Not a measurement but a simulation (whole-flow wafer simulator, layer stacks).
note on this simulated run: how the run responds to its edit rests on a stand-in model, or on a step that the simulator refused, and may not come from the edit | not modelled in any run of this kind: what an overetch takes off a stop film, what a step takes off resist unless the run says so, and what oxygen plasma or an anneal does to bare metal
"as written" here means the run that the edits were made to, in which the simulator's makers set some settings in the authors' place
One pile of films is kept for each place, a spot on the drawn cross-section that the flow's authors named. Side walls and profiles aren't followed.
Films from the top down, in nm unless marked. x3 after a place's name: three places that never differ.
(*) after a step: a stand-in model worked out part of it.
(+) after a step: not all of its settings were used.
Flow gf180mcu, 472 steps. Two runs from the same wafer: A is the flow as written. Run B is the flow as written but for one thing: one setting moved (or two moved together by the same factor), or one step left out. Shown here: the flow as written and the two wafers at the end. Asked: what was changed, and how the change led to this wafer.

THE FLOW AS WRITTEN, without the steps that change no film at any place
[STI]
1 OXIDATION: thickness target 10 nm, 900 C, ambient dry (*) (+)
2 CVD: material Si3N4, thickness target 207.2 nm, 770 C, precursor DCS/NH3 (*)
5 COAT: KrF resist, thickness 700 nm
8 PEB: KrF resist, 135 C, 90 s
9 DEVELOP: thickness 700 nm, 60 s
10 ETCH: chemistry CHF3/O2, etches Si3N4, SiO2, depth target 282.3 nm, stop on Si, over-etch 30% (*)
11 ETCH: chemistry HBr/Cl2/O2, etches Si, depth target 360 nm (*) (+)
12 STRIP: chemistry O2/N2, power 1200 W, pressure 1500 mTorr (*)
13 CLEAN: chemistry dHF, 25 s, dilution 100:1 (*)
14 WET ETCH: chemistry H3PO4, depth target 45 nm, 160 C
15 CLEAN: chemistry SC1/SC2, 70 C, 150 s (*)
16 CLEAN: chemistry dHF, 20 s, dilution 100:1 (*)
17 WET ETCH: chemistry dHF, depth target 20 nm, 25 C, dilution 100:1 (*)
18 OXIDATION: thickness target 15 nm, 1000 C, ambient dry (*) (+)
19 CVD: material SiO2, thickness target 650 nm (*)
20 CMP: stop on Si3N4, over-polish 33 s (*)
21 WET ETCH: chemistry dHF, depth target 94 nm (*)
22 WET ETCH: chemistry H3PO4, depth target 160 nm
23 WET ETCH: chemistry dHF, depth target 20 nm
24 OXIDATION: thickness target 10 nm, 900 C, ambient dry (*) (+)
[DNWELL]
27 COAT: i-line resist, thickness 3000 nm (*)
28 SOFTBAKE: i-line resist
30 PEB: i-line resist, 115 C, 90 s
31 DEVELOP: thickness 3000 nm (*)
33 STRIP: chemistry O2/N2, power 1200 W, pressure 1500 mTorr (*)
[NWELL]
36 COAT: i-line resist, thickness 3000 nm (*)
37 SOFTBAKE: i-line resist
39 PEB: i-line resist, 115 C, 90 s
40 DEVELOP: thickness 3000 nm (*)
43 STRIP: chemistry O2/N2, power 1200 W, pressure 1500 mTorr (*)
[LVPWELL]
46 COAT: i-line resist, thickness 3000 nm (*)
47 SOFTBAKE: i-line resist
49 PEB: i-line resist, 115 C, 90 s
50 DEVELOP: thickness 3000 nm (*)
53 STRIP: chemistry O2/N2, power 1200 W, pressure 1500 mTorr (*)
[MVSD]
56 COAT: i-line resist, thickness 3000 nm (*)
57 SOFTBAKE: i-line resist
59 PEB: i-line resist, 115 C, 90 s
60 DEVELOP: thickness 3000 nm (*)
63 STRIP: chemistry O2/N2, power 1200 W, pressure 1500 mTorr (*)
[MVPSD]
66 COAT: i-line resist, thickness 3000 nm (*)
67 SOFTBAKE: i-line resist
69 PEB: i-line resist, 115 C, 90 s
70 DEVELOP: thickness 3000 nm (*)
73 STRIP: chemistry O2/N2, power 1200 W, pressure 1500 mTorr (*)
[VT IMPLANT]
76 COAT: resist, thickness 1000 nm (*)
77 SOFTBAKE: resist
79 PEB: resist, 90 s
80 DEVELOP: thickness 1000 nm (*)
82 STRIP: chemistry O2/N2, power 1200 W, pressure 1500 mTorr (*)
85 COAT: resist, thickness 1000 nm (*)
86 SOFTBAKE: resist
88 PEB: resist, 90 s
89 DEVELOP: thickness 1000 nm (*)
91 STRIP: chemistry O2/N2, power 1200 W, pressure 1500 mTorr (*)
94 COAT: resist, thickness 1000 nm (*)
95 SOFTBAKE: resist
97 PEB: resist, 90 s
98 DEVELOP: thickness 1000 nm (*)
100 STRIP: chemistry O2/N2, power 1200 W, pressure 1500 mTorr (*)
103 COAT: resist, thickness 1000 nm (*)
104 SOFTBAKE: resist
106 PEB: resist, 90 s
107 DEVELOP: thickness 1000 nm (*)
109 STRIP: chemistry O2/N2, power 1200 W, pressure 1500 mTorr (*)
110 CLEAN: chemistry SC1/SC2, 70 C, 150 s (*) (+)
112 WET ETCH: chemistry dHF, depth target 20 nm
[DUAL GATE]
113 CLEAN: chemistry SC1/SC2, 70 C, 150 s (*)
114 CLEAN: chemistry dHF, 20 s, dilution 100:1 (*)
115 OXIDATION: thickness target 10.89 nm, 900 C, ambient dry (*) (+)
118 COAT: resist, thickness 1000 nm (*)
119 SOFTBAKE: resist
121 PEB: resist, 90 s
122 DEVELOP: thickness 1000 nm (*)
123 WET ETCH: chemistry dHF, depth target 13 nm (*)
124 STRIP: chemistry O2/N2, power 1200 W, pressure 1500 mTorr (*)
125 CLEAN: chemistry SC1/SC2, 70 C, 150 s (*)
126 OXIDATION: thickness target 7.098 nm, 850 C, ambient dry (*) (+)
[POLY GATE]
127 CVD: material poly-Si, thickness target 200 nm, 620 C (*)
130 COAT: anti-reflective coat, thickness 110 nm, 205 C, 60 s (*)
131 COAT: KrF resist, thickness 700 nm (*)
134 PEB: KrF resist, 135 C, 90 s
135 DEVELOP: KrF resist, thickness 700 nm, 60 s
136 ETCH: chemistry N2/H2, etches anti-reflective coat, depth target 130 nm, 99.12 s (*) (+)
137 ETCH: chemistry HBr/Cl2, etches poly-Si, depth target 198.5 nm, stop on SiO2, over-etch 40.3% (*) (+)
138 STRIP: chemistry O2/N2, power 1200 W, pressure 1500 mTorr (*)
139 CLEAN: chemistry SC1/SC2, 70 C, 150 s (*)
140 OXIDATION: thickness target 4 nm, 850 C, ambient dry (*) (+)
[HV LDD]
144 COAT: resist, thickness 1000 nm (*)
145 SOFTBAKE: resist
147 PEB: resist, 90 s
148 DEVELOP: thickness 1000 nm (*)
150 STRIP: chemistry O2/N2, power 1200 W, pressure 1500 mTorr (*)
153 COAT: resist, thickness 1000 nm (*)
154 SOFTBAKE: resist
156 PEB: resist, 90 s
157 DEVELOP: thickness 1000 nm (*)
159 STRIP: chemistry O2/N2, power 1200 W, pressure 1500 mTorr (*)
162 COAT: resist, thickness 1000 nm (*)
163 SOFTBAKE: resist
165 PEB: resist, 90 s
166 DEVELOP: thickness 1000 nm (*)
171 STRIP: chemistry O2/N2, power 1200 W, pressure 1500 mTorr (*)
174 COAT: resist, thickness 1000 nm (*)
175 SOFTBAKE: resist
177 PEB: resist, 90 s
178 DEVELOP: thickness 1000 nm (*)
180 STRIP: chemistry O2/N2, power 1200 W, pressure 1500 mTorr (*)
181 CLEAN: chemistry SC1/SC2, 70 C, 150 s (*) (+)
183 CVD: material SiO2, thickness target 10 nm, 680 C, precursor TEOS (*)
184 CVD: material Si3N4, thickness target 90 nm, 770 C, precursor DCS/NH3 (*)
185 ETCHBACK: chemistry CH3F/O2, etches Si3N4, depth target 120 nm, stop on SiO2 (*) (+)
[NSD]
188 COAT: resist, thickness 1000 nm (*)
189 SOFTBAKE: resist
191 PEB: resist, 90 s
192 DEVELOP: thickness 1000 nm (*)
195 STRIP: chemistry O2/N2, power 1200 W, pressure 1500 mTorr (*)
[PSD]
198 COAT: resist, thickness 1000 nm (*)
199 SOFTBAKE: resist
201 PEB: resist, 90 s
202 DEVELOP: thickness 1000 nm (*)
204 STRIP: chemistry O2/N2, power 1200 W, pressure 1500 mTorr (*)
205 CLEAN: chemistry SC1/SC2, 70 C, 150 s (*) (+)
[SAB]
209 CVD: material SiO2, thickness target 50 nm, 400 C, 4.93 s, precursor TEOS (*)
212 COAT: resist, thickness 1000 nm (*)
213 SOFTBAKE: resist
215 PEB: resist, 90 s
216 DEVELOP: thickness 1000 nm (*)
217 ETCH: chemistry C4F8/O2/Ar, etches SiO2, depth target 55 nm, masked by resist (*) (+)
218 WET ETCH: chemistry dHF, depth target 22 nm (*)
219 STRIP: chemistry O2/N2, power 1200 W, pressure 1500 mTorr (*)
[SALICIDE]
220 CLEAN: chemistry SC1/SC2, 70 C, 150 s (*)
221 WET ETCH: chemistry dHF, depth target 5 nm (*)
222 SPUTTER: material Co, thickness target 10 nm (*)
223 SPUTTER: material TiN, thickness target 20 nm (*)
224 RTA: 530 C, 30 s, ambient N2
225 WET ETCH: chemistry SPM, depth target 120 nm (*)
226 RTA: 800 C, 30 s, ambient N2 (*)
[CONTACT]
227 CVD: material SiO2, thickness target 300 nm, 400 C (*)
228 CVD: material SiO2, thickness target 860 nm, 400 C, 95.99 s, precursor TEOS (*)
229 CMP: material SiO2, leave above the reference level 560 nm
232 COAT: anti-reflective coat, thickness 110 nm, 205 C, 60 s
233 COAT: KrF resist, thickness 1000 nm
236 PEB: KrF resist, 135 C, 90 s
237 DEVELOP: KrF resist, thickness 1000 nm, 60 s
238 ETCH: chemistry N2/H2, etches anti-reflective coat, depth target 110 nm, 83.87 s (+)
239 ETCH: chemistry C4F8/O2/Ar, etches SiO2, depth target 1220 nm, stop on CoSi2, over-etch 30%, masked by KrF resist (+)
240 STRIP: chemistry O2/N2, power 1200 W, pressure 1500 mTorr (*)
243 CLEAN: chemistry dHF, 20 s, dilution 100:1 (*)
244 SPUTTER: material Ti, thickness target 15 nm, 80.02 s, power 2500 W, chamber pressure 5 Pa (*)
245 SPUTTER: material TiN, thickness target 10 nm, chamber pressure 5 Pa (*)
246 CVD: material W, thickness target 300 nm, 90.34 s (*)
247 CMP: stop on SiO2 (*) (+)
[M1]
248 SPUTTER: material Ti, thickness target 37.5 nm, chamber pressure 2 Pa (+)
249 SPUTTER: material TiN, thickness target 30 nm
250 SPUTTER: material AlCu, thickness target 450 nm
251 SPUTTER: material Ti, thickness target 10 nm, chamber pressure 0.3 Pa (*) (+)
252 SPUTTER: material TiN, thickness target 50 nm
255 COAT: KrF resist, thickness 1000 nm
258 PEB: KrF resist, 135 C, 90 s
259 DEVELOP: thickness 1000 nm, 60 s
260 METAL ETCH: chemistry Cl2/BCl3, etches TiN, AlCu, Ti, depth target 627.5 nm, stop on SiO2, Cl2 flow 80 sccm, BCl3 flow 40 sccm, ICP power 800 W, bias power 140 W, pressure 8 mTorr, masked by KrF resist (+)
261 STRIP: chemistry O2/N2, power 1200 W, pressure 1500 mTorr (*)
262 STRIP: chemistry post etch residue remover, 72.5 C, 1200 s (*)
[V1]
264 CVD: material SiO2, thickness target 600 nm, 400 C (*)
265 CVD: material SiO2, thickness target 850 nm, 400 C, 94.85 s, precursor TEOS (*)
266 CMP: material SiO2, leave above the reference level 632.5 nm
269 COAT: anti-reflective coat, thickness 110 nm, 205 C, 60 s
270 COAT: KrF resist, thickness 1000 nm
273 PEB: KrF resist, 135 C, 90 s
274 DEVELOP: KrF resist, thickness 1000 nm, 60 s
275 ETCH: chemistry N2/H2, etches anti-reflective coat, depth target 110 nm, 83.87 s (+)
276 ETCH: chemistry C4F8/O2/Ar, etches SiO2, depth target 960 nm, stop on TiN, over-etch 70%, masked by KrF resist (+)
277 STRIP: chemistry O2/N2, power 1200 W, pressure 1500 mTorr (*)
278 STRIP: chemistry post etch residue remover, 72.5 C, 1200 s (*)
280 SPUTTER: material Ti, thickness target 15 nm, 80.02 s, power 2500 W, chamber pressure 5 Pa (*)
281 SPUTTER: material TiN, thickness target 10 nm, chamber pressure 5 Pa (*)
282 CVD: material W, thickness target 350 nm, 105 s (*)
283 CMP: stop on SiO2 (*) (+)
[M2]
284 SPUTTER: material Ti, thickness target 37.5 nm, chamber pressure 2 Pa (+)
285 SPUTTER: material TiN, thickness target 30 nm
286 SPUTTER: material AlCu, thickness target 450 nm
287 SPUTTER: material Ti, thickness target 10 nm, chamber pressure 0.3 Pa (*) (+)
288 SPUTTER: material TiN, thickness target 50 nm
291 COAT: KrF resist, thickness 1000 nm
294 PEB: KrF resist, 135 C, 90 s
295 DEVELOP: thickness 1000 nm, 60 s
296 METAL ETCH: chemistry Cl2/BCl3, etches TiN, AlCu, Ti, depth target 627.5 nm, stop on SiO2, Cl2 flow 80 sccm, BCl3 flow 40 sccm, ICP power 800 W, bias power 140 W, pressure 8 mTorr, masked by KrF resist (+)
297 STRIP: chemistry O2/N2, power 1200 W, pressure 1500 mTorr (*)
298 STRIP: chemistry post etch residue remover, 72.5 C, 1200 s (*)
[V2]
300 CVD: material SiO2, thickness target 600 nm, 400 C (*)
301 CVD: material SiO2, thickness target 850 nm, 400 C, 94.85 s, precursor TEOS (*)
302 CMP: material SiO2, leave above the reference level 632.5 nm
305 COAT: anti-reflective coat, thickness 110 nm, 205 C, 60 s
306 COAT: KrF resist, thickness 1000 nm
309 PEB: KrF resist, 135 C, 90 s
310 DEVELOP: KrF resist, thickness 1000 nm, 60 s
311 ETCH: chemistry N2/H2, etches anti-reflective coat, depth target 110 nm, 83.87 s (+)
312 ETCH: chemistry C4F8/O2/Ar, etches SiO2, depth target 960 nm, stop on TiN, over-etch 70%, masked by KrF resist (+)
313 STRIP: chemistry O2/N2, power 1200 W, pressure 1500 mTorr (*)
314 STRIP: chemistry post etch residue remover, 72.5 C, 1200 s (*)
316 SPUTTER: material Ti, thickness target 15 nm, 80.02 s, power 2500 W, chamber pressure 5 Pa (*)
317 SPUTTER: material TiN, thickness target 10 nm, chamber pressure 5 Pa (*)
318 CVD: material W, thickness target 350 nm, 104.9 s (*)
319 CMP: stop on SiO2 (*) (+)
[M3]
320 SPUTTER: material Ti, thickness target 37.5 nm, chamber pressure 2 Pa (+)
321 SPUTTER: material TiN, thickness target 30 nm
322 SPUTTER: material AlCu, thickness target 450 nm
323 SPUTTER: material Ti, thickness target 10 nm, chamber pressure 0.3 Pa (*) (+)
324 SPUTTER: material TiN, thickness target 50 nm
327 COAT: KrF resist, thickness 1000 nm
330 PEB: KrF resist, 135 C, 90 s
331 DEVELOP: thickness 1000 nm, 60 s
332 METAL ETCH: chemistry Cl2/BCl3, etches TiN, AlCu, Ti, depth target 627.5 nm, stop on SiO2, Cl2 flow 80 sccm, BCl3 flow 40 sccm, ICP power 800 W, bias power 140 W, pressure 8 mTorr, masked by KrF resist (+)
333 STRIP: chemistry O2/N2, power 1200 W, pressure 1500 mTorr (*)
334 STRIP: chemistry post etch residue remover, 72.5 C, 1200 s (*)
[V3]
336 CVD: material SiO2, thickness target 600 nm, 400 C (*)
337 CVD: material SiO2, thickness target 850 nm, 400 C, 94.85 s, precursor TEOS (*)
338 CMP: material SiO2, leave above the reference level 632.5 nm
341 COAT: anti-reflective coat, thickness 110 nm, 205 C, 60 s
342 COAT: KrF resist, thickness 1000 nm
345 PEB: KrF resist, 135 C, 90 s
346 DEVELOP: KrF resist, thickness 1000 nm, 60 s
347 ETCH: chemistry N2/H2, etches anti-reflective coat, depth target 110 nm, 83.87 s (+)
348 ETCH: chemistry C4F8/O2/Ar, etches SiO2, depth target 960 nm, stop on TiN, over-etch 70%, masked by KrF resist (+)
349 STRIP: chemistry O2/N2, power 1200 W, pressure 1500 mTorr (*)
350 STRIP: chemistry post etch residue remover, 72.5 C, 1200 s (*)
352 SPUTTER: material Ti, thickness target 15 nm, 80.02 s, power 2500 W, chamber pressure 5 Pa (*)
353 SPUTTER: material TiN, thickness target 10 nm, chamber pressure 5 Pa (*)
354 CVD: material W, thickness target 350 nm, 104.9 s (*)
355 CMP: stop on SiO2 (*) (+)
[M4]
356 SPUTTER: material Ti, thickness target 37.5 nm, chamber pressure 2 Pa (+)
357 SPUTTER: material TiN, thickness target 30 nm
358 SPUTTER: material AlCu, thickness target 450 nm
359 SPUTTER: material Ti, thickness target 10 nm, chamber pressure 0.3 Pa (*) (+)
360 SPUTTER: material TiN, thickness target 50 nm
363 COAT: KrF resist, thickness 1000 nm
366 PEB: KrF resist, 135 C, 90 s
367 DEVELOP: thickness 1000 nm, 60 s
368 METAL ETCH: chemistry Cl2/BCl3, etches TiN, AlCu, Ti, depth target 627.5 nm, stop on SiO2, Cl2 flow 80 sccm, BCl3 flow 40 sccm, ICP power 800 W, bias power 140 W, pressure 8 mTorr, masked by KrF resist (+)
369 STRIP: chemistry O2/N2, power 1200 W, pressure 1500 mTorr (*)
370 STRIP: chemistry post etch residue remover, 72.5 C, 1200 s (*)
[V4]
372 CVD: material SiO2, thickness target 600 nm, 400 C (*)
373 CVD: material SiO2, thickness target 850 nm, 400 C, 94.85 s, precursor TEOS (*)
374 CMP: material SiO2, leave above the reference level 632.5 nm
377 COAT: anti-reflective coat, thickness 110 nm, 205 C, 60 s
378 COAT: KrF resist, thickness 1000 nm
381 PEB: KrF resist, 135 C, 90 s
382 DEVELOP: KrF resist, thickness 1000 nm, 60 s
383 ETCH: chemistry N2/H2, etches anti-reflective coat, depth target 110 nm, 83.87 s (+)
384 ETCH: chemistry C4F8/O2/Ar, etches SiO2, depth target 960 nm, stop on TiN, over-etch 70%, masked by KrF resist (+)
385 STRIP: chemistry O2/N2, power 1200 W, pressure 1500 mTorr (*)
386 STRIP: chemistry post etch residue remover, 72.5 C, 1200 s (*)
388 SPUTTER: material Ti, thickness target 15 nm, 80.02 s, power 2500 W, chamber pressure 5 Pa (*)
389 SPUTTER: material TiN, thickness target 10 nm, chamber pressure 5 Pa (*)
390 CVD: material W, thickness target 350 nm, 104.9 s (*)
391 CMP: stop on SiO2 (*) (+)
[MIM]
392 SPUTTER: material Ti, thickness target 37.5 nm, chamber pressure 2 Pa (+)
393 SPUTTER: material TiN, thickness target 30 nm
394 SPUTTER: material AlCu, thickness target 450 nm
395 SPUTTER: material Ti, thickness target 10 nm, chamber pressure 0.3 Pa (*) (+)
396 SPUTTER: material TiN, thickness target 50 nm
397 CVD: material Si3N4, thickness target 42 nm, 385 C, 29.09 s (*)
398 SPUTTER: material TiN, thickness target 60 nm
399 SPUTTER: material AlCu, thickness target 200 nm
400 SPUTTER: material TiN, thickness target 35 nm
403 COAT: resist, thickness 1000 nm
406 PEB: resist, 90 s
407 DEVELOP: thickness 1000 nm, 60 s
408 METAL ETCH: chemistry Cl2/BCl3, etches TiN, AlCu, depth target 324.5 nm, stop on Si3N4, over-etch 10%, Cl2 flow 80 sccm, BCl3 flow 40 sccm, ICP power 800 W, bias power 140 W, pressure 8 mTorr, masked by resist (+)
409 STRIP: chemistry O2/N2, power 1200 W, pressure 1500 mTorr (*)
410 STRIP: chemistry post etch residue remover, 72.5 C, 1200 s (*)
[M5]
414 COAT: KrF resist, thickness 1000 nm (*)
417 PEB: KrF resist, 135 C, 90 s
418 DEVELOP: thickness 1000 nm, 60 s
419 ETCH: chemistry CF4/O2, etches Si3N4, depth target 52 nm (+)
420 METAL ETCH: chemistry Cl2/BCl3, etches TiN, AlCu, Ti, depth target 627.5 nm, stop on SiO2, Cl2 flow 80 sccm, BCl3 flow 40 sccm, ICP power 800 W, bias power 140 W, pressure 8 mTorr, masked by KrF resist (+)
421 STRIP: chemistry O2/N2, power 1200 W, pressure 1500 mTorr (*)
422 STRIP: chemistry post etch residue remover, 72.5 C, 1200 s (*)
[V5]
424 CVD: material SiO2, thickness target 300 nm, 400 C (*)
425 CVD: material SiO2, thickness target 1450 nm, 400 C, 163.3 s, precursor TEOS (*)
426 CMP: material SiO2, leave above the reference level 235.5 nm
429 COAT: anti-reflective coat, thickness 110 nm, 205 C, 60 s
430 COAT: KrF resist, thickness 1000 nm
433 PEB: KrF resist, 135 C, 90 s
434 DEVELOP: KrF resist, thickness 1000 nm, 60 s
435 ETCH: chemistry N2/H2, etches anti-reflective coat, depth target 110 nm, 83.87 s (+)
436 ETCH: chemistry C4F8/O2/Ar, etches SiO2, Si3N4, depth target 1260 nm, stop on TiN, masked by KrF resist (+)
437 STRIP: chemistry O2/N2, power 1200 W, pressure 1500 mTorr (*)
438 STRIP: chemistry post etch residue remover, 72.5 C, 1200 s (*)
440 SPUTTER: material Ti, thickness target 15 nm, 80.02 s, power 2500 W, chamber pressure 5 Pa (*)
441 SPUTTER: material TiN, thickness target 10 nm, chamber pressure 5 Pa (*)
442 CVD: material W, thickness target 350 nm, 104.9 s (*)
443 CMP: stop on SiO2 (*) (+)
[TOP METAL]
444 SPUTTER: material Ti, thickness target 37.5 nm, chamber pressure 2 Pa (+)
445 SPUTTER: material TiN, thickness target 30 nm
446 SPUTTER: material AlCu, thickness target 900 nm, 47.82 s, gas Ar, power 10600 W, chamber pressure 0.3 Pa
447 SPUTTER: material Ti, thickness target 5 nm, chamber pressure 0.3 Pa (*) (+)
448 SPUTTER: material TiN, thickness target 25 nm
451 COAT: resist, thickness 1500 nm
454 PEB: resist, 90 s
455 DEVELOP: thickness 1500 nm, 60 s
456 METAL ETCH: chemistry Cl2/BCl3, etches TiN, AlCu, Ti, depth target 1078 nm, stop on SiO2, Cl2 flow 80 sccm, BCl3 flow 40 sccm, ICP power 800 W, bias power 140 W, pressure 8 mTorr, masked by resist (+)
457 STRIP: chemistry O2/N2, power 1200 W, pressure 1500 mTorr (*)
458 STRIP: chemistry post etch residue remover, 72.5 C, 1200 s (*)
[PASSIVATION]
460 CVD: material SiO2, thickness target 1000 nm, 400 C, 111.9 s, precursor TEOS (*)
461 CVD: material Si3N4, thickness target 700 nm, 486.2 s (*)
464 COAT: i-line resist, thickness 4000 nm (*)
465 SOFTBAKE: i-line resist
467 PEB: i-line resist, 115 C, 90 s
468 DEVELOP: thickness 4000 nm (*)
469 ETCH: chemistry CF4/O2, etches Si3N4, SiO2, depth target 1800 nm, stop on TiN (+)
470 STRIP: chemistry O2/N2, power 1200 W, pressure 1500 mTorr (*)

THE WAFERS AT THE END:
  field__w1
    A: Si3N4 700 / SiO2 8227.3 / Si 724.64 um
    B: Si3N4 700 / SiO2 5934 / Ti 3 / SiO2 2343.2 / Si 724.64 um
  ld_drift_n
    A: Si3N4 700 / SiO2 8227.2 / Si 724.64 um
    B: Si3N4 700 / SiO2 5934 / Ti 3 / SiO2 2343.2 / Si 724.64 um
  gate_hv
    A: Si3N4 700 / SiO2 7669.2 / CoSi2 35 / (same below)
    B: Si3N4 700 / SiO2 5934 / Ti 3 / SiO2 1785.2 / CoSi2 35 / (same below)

The cause: step 286, SPUTTER: thickness target 503 nm was run, where the flow has thickness target 450 nm.

How the change led to this, step by step:
  286 SPUTTER: material AlCu, thickness target 450 nm
      field, field__w1, field__w2 and 108 more: A AlCu +450 (new film) | B AlCu +503 (new film)
  296 METAL ETCH: chemistry Cl2/BCl3, etches TiN, AlCu, Ti, depth target 627.5 nm, stop on SiO2, Cl2 flow 80 sccm, BCl3 flow 40 sccm, ICP power 800 W, bias power 140 W, pressure 8 mTorr, masked by KrF resist (+)
      field, field__w1, field__w2 and 103 more: A TiN -50 (all of it), Ti -10 (all of it), AlCu -450 (all of it), TiN -30 (all of it), Ti -37.5 (all of it) | B TiN -50 (all of it), Ti -10 (all of it), AlCu -503 (all of it), TiN -30 (all of it), Ti -34.5
  300 CVD: material SiO2, thickness target 600 nm, 400 C (*)
      field, field__w1, field__w2 and 103 more: A SiO2 +600 | B SiO2 +600 (new film)
  302 CMP: material SiO2, leave above the reference level 632.5 nm
      field, field__w1, field__w2 and 103 more: A SiO2 -300 | B SiO2 -250
Counting metal films that touch as one body, field__w1 has 1 body; the flow as written gives 0 bodies.
Counting metal films that touch as one body, ld_drift_n has 1 body; the flow as written gives 0 bodies.
Counting metal films that touch as one body, gate_hv has 2 bodies (between them, from the top down: SiO2 1785.2); the flow as written gives 1 body.
